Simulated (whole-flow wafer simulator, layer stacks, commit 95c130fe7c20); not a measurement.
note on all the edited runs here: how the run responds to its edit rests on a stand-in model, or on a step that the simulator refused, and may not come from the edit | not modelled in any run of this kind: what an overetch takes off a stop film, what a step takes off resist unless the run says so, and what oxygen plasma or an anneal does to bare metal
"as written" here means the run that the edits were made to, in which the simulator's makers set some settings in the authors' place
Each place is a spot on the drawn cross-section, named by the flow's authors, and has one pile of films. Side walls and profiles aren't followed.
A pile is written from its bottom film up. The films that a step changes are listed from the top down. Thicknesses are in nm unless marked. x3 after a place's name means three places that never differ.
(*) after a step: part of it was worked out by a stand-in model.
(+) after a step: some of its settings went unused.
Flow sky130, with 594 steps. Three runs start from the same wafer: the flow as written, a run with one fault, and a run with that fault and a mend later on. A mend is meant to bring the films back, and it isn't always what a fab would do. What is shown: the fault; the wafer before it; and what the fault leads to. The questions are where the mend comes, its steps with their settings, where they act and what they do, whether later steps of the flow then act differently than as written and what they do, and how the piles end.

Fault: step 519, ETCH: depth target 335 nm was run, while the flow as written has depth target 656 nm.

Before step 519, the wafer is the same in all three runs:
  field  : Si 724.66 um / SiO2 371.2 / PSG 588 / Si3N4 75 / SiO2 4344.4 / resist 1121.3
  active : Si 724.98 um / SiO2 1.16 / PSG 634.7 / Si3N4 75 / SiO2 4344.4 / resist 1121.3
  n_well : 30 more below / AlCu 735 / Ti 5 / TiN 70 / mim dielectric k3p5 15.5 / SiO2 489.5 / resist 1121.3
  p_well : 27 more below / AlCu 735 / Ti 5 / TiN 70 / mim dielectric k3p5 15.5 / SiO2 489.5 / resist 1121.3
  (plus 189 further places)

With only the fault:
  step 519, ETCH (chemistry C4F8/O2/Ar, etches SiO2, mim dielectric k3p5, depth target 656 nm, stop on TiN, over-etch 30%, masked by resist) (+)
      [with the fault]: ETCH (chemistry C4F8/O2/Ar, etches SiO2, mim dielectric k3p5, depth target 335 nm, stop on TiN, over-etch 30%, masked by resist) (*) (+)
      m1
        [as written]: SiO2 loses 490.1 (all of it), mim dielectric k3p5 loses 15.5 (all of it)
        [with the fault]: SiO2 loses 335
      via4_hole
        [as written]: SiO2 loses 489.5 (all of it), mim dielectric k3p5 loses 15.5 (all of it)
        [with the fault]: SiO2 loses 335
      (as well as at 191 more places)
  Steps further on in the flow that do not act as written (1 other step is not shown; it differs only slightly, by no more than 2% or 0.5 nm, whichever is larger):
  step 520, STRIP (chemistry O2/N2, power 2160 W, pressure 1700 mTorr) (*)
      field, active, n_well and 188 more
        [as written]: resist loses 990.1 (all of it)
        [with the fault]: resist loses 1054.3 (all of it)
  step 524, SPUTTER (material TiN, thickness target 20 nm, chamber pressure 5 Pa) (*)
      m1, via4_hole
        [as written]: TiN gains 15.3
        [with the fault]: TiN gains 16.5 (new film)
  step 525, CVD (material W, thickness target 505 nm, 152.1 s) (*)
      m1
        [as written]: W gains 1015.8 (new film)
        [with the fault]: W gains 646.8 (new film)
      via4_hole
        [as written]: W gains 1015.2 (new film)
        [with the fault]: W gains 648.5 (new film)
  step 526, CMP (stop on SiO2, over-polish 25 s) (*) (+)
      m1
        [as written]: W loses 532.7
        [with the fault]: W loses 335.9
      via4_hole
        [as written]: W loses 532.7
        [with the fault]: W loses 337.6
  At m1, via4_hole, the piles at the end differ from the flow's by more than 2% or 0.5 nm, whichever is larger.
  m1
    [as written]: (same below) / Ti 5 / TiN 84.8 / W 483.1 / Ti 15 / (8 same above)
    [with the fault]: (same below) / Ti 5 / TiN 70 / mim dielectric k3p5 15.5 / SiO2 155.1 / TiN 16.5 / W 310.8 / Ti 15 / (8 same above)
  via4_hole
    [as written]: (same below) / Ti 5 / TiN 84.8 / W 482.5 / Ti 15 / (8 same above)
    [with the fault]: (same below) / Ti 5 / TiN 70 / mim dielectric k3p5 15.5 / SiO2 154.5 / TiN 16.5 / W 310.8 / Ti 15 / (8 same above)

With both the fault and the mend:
  After step 519 comes the mend.
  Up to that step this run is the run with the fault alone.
  step 519a, ETCH (chemistry C4F8/O2/Ar, etches SiO2, mim dielectric k3p5, depth target 321 nm, stop on TiN, over-etch 30%, masked by resist) (+) (the flow's step 519, run once more with other settings)
      field, active, n_well and 188 more
        resist loses 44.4
      m1
        SiO2 loses 155.1 (all of it), mim dielectric k3p5 loses 15.5 (all of it)
      via4_hole
        SiO2 loses 154.5 (all of it), mim dielectric k3p5 loses 15.5 (all of it)
  Every later step of the flow that is run acts as written, at every place that is followed, to within 2% or 0.5 nm, whichever is larger.
  By the end, the piles equal the flow's at every place that both follow.
